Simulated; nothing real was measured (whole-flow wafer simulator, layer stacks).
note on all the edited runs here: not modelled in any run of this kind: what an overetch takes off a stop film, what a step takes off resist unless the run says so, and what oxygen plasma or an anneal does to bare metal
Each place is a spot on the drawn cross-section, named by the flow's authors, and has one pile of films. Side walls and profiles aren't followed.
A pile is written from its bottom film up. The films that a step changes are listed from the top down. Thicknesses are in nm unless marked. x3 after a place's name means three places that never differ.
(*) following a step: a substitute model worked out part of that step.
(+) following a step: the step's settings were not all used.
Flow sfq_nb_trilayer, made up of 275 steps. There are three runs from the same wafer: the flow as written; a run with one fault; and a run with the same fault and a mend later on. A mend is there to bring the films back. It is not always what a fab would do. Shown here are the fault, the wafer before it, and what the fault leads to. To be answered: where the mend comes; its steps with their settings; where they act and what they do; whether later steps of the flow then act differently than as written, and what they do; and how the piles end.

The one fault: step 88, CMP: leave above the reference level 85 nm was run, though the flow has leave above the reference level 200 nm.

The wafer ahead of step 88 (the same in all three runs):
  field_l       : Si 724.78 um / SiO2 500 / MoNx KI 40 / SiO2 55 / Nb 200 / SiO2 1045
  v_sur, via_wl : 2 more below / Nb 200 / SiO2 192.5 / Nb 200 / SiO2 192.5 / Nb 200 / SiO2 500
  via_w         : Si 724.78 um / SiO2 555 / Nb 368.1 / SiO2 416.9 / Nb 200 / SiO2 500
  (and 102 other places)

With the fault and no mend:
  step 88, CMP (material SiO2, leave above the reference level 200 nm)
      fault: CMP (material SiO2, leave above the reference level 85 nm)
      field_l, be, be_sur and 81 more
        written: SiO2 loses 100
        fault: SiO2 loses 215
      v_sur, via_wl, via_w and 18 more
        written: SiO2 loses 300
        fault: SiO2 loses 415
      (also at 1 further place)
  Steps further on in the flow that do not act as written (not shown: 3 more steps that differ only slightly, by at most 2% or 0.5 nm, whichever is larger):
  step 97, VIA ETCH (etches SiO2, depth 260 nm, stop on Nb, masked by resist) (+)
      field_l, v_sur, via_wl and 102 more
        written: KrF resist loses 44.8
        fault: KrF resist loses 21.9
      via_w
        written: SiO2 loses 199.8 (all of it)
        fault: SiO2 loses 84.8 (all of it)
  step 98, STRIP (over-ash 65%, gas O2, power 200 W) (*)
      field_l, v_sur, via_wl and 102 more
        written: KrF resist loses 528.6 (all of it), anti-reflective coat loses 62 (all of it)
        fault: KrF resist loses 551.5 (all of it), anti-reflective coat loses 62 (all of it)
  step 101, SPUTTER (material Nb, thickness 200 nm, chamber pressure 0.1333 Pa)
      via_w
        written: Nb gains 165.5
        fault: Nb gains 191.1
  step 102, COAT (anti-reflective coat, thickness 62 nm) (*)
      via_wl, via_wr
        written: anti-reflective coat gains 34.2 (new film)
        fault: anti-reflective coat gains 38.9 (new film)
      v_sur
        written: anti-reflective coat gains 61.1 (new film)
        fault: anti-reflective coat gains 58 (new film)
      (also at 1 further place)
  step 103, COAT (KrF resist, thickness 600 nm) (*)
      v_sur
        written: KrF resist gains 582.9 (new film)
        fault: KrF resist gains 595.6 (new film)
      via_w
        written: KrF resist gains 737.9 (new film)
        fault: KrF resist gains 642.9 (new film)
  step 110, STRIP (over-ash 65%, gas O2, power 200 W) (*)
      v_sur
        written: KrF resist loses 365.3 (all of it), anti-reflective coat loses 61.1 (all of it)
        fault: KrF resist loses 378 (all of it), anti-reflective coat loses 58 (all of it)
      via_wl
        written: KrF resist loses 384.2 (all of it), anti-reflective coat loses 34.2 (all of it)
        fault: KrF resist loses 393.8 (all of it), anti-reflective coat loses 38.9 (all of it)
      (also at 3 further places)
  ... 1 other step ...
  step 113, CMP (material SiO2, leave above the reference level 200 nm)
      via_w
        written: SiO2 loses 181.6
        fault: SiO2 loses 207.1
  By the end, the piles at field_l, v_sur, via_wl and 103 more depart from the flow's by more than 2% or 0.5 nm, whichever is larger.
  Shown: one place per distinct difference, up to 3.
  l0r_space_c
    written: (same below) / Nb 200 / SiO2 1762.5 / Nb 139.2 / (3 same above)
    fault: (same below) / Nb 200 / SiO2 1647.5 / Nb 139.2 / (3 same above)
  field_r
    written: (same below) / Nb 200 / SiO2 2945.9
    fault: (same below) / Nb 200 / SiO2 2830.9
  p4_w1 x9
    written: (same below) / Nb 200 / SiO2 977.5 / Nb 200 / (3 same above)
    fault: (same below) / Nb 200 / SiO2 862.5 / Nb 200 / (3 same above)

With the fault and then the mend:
  The mend stands after step 95.
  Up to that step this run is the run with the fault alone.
  step 95a, STRIP (over-ash 65%, gas O2, power 200 W) (*)
      field_l, v_sur, via_wl and 102 more
        KrF resist loses 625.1 (all of it), anti-reflective coat loses 62 (all of it)
      via_w
        anti-reflective coat loses 62 (all of it)
  step 95b, PECVD (material SiO2, thickness 115 nm, 150 C, 25.56 s, RF power 183.3 W, pressure 2.4 Torr, precursor SiH4/N2O) (the flow's step 87, run once more with other settings)
      field_l, v_sur, via_wl and 103 more
        SiO2 gains 115
  step 95c, COAT (anti-reflective coat, thickness 62 nm) (the flow's step 90, run once more)
      field_l, v_sur, via_wl and 103 more
        anti-reflective coat gains 62 (new film)
  step 95d, COAT (KrF resist, thickness 650 nm) (the flow's step 91, run once more)
      field_l, v_sur, via_wl and 103 more
        KrF resist gains 650 (new film)
  step 95e, SOFTBAKE (KrF resist) (the flow's step 92, run once more)
      leaves every film unchanged at each place that is followed
  step 95f, EXPOSE (photomask I2, dose 11.91 mJ/cm2, NA 0.6, wavelength 248 nm) (*) (the flow's step 93, run once more)
      leaves every film unchanged at each place that is followed
  step 95g, PEB (KrF resist, 90 s) (the flow's step 94, run once more)
      field_l, v_sur, via_wl and 103 more
        KrF resist loses 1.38
  step 95h, DEVELOP (KrF resist, thickness 650 nm, 60 s) (the flow's step 95, run once more)
      field_l, v_sur, via_wl and 102 more
        KrF resist loses 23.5
      via_w
        KrF resist loses 648.6 (all of it)
  Later steps of the flow that are run all act as written at every place that is followed.
  The piles end the same as the flow's at every place that both follow.
